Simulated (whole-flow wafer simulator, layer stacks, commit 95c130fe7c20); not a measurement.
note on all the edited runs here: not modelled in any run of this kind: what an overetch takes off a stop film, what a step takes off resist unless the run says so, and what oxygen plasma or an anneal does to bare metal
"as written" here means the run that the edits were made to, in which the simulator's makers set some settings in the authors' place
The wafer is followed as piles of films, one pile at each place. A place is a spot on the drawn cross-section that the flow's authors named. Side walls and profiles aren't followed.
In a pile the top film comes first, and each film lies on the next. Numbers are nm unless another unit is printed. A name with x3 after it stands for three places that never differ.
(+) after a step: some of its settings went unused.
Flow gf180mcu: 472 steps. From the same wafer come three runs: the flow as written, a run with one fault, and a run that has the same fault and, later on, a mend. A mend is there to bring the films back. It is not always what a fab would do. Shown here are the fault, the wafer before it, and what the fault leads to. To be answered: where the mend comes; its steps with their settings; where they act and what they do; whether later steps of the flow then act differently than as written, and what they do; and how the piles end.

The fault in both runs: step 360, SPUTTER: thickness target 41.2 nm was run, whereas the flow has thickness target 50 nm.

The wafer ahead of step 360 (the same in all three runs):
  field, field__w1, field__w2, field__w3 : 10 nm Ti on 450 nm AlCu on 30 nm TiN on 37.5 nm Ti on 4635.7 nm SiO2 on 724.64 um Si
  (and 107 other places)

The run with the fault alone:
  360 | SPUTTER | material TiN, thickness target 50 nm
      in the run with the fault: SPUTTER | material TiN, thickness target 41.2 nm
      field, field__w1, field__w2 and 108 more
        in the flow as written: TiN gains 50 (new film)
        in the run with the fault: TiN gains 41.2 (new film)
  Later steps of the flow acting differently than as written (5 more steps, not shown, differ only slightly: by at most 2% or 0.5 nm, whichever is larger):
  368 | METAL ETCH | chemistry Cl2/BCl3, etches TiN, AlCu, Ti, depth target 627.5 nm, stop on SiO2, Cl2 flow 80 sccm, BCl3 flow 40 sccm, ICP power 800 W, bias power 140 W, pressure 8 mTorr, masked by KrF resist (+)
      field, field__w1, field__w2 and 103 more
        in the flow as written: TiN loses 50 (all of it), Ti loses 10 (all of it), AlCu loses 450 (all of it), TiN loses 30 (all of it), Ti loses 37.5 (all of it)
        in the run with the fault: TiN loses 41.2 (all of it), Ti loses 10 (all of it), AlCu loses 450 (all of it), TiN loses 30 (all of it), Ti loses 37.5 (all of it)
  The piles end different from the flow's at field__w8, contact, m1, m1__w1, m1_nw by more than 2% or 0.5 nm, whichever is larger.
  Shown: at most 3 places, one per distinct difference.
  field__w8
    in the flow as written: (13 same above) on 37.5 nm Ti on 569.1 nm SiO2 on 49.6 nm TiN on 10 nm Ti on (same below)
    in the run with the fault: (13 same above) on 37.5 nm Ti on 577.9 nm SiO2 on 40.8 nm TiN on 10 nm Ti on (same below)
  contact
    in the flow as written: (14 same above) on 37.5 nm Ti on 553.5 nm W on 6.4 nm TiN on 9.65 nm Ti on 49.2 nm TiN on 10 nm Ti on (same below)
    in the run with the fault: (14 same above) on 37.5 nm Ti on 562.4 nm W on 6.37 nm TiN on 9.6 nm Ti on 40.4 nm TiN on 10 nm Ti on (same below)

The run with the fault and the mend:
  After step 360 comes the mend.
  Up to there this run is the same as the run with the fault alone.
  360a | SPUTTER | material TiN, thickness target 8.8 nm (a further turn of the flow's step 360, with different settings)
      field, field__w1, field__w2 and 108 more
        TiN gains 8.8
  Later steps of the flow that are run all act as written at every place that is followed.
  By the end, the piles equal the flow's at every place that both follow.
